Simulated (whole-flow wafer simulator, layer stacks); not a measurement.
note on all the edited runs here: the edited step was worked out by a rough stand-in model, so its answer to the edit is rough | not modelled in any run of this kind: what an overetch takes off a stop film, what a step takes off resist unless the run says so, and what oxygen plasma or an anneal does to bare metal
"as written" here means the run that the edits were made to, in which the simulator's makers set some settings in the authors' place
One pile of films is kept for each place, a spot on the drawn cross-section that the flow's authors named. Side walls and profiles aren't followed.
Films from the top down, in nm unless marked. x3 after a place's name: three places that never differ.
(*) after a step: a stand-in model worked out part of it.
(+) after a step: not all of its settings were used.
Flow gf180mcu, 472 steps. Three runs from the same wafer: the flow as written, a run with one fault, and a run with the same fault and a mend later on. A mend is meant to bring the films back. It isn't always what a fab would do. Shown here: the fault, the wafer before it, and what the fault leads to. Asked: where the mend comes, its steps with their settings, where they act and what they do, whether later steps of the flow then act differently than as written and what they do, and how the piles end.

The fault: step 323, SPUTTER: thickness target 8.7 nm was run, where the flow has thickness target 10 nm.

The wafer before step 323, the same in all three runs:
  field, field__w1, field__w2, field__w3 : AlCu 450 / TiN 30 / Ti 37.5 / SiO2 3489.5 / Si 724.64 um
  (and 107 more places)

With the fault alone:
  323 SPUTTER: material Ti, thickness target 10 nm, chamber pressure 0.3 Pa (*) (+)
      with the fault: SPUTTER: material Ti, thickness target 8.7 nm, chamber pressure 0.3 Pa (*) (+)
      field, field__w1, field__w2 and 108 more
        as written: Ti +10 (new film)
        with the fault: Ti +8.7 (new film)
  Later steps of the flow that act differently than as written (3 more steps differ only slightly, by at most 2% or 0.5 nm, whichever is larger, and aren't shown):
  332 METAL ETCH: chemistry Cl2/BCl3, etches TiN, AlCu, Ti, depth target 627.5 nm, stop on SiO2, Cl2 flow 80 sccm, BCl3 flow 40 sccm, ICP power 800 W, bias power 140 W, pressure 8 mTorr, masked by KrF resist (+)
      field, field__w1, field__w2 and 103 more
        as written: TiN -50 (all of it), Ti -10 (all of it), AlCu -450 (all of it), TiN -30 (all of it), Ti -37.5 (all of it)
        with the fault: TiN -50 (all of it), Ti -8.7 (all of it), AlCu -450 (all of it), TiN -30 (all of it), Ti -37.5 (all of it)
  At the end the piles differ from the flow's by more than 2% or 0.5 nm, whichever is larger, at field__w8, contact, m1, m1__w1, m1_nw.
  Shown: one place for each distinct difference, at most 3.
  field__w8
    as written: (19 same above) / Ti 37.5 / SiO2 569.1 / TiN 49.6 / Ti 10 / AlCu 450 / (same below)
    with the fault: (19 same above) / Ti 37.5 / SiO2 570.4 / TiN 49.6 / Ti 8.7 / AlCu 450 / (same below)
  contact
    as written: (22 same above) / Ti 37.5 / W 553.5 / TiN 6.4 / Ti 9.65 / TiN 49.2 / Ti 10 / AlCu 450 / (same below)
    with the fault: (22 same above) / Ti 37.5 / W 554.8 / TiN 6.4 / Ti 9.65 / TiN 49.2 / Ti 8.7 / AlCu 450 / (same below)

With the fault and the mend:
  The mend comes after step 323.
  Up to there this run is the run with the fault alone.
  323a SPUTTER: material Ti, thickness target 1.3 nm, chamber pressure 0.3 Pa (*) (+) (the flow's step 323 once more, with other settings)
      field, field__w1, field__w2 and 108 more
        Ti +1.3
  No later step of the flow acts differently than as written at any place that is followed.
  At the end the piles are the same as the flow's at every place that both follow.
